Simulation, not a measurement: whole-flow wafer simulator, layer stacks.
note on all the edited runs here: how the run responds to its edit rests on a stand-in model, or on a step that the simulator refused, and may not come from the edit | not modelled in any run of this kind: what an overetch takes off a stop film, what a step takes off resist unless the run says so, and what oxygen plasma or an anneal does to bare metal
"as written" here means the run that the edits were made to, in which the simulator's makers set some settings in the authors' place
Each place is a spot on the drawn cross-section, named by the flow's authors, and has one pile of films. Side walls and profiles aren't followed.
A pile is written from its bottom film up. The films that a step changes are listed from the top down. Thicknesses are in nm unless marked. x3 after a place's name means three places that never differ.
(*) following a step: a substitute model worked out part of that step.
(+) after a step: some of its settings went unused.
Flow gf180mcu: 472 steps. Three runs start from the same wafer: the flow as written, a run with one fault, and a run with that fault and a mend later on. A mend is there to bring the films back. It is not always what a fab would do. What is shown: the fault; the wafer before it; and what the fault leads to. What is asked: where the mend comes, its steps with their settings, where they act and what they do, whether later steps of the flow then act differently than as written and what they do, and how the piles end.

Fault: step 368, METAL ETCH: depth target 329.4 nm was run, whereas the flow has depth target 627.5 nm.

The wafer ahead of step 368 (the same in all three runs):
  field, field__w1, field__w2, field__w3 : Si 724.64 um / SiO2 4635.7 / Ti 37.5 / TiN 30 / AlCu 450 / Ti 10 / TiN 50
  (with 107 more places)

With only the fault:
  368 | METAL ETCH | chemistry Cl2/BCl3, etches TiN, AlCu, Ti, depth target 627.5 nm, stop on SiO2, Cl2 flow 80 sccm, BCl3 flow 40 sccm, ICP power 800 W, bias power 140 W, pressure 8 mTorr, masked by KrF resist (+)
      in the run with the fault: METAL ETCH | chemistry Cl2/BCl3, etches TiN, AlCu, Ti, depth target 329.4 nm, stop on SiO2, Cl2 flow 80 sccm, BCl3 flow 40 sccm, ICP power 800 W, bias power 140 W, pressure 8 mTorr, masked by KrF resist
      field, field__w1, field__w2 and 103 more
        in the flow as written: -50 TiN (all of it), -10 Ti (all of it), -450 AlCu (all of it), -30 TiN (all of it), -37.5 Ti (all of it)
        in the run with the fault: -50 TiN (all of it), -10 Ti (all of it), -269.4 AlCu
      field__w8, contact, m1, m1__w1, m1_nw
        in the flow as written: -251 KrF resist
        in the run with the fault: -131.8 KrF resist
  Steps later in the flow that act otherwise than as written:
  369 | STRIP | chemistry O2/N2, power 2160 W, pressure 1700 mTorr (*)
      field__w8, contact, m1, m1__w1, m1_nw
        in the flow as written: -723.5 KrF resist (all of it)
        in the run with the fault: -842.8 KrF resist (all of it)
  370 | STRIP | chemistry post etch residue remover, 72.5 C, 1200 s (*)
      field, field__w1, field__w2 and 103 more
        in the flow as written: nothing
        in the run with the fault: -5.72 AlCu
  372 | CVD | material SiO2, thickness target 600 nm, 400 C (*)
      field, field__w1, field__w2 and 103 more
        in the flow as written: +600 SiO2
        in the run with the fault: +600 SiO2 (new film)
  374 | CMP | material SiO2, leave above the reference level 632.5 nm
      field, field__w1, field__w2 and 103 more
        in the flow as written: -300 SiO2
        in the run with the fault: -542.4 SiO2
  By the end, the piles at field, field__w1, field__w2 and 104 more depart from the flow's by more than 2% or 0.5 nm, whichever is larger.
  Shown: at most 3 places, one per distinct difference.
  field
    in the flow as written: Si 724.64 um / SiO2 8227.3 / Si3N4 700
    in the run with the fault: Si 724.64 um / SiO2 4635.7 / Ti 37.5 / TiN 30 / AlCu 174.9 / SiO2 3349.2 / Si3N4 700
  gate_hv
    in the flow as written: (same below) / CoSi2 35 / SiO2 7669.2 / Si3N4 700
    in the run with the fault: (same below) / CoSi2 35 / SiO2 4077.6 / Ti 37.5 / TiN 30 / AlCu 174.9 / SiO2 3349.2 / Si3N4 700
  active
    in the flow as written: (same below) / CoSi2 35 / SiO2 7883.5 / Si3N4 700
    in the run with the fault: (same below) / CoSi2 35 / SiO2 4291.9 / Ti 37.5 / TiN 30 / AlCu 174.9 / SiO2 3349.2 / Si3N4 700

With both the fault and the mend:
  The mend stands after step 370.
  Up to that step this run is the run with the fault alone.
  370a | DEHYDRATE | 200 C, 60 s (the flow's step 361, run once more)
      alters no film at any place that is followed
  370b | HMDS | 120 C, 60 s (the flow's step 362, run once more)
      alters no film at any place that is followed
  370c | COAT | KrF resist, thickness 1000 nm (*) (the flow's step 363, run once more)
      iso_ptap_pw, iso_ntap_nw, iso_nw_fld and 33 more
        +1000 KrF resist (new film)
      field__w6, field__w10, field_sub__w2 and 13 more
        +1002.1 KrF resist (new film)
      field__w5, field__w9, field_sub and 7 more
        +1002.2 KrF resist (new film)
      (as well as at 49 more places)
  370d | SOFTBAKE | KrF resist (the flow's step 364, run once more)
      alters no film at any place that is followed
  370e | EXPOSE | photomask Metal4 (the flow's step 365, run once more)
      alters no film at any place that is followed
  370f | PEB | KrF resist, 135 C, 90 s (the flow's step 366, run once more)
      field__w1, field__w2, field__w3 and 58 more
        -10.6 KrF resist
      iso_ptap_pw, iso_ntap_nw, iso_nw_fld and 33 more
        -10.5 KrF resist
      sd_p, gate_p, nw_sep_fld, polyc_n
        -10.7 KrF resist
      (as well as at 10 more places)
  370g | DEVELOP | thickness 1000 nm, 60 s (the flow's step 367, run once more)
      iso_ptap_pw, iso_ntap_nw, iso_nw_fld and 33 more
        -989.5 KrF resist (all of it)
      field__w5, field__w9, field__w10 and 10 more
        -991.6 KrF resist (all of it)
      field_sub, field_sub__w1, field_sub__w3 and 9 more
        -991.7 KrF resist (all of it)
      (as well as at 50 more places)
  370h | METAL ETCH | chemistry Cl2/BCl3, etches TiN, AlCu, Ti, depth target 298.1 nm, stop on SiO2, Cl2 flow 80 sccm, BCl3 flow 40 sccm, ICP power 800 W, bias power 140 W, pressure 8 mTorr, masked by KrF resist (+) (the flow's step 368, run once more with other settings)
      field, field__w1, field__w2 and 103 more
        -174.9 AlCu (all of it), -30 TiN (all of it), -37.5 Ti (all of it)
      field__w8, contact, m1, m1__w1, m1_nw
        -119.2 KrF resist
  370i | STRIP | chemistry O2/N2, power 2160 W, pressure 1700 mTorr (*) (the flow's step 369, run once more)
      field__w8, m1
        -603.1 KrF resist (all of it)
      contact
        -601.3 KrF resist (all of it)
      m1__w1
        -611.6 KrF resist (all of it)
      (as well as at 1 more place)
  370j | STRIP | chemistry post etch residue remover, 72.5 C, 1200 s (*) (the flow's step 370, run once more)
      field__w8, contact, m1, m1__w1, m1_nw
        -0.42 TiN
  Later steps of the flow that are run all act as written at every place that is followed, up to a difference of at most 2% or 0.5 nm, whichever is larger.
  The piles end only slightly different from the flow's at the places that both follow, by no more than 2% or 0.5 nm, whichever is larger.
